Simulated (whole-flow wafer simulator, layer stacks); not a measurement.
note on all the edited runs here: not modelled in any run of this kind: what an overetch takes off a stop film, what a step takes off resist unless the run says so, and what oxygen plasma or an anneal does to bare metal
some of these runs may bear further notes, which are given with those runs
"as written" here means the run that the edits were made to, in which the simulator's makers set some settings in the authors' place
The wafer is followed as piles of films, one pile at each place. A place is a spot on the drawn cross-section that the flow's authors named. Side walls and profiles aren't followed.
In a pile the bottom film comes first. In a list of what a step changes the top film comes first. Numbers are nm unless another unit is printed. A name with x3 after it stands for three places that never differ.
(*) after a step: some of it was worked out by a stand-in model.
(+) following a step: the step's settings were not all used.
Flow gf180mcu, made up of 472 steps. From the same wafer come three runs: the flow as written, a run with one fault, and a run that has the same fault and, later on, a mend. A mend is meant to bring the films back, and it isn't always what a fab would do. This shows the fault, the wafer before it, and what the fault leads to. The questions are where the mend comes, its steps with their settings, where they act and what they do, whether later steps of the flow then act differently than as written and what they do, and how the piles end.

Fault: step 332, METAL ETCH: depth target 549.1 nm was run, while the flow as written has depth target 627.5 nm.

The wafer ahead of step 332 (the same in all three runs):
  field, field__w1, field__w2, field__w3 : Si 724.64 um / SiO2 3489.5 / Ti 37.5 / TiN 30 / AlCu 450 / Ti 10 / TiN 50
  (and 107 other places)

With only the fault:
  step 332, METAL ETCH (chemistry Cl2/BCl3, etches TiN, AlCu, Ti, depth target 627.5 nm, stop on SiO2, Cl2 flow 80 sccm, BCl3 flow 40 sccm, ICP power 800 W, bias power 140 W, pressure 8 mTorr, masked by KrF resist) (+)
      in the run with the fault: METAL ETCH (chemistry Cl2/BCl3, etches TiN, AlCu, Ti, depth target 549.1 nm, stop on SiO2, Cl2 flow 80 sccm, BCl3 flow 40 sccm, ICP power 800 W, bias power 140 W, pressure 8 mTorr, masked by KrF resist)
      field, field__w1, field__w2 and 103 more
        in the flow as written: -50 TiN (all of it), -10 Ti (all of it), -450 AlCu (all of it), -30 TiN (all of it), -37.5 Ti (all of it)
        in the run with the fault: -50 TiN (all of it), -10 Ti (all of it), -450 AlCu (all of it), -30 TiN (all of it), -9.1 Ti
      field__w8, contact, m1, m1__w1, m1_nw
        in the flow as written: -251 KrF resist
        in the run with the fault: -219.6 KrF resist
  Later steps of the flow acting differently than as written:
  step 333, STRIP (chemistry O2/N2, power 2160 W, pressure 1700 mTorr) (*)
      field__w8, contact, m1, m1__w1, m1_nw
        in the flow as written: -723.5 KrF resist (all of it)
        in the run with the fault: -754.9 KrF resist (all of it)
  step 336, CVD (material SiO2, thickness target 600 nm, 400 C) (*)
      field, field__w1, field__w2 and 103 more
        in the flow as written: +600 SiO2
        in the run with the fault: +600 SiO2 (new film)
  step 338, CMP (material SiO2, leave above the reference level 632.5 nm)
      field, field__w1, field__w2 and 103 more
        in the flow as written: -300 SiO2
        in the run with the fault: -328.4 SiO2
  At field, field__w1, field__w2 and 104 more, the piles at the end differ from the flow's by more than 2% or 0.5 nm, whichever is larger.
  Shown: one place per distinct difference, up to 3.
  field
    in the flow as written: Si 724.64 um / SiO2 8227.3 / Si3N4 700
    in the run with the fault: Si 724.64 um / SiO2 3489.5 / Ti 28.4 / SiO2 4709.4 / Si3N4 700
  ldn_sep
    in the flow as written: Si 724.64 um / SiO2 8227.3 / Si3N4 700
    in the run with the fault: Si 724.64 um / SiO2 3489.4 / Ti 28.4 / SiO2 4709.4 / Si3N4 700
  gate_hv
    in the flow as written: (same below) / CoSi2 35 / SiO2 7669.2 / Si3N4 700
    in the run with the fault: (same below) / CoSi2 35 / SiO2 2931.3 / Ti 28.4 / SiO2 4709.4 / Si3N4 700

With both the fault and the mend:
  After step 334 comes the mend.
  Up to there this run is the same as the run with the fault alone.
  step 334a, DEHYDRATE (200 C, 60 s) (the flow's step 325, run once more)
      does not change any film at any place that is followed
  step 334b, HMDS (120 C, 60 s) (the flow's step 326, run once more)
      does not change any film at any place that is followed
  step 334c, COAT (KrF resist, thickness 1000 nm) (*) (the flow's step 327, run once more)
      iso_ptap_pw, iso_ntap_nw, iso_nw_fld and 33 more
        +1000 KrF resist (new film)
      field__w11, field__w13, p_well and 9 more
        +1003.5 KrF resist (new film)
      field_sub__w3, field_sub__w4, ld_sd_p and 6 more
        +1003.1 KrF resist (new film)
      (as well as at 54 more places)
  step 334d, SOFTBAKE (KrF resist) (the flow's step 328, run once more)
      does not change any film at any place that is followed
  step 334e, EXPOSE (photomask Metal3) (the flow's step 329, run once more)
      does not change any film at any place that is followed
  step 334f, PEB (KrF resist, 135 C, 90 s) (the flow's step 330, run once more)
      field__w1, field__w2, field__w3 and 55 more
        -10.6 KrF resist
      iso_ptap_pw, iso_ntap_nw, iso_nw_fld and 33 more
        -10.5 KrF resist
      gate_hv, sd_p, nw_enc_fld_lv__w3, polyc_n, polyc_n_rim
        -10.7 KrF resist
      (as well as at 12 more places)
  step 334g, DEVELOP (thickness 1000 nm, 60 s) (the flow's step 331, run once more)
      iso_ptap_pw, iso_ntap_nw, iso_nw_fld and 33 more
        -989.5 KrF resist (all of it)
      field__w2, field__w3, field__w7 and 13 more
        -993 KrF resist (all of it)
      field_sub, field_sub__w2, field_sub__w3, field_sub__w4, ld_sd_p, ld_gate_p, ld_acc_p, ld_fp_p
        -992.5 KrF resist (all of it)
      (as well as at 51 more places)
  step 334h, METAL ETCH (chemistry Cl2/BCl3, etches TiN, AlCu, Ti, depth target 78.4 nm, stop on SiO2, Cl2 flow 80 sccm, BCl3 flow 40 sccm, ICP power 800 W, bias power 140 W, pressure 8 mTorr, masked by KrF resist) (+) (the flow's step 332, run once more with other settings)
      field, field__w1, field__w2 and 103 more
        -28.4 Ti (all of it)
      field__w8, contact, m1, m1__w1, m1_nw
        -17 KrF resist
  step 334i, STRIP (chemistry O2/N2, power 2160 W, pressure 1700 mTorr) (*) (the flow's step 333, run once more)
      field__w8
        -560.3 KrF resist (all of it)
      contact
        -558.2 KrF resist (all of it)
      m1
        -561.7 KrF resist (all of it)
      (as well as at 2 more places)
  step 334j, STRIP (chemistry post etch residue remover, 72.5 C, 1200 s) (*) (the flow's step 334, run once more)
      field__w8, contact, m1, m1__w1, m1_nw
        -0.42 TiN
  None of the later steps of the flow differs from how it acts as written, at any place that is followed, by more than 2% or 0.5 nm, whichever is larger.
  The piles end only slightly different from the flow's at the places that both follow, by no more than 2% or 0.5 nm, whichever is larger.
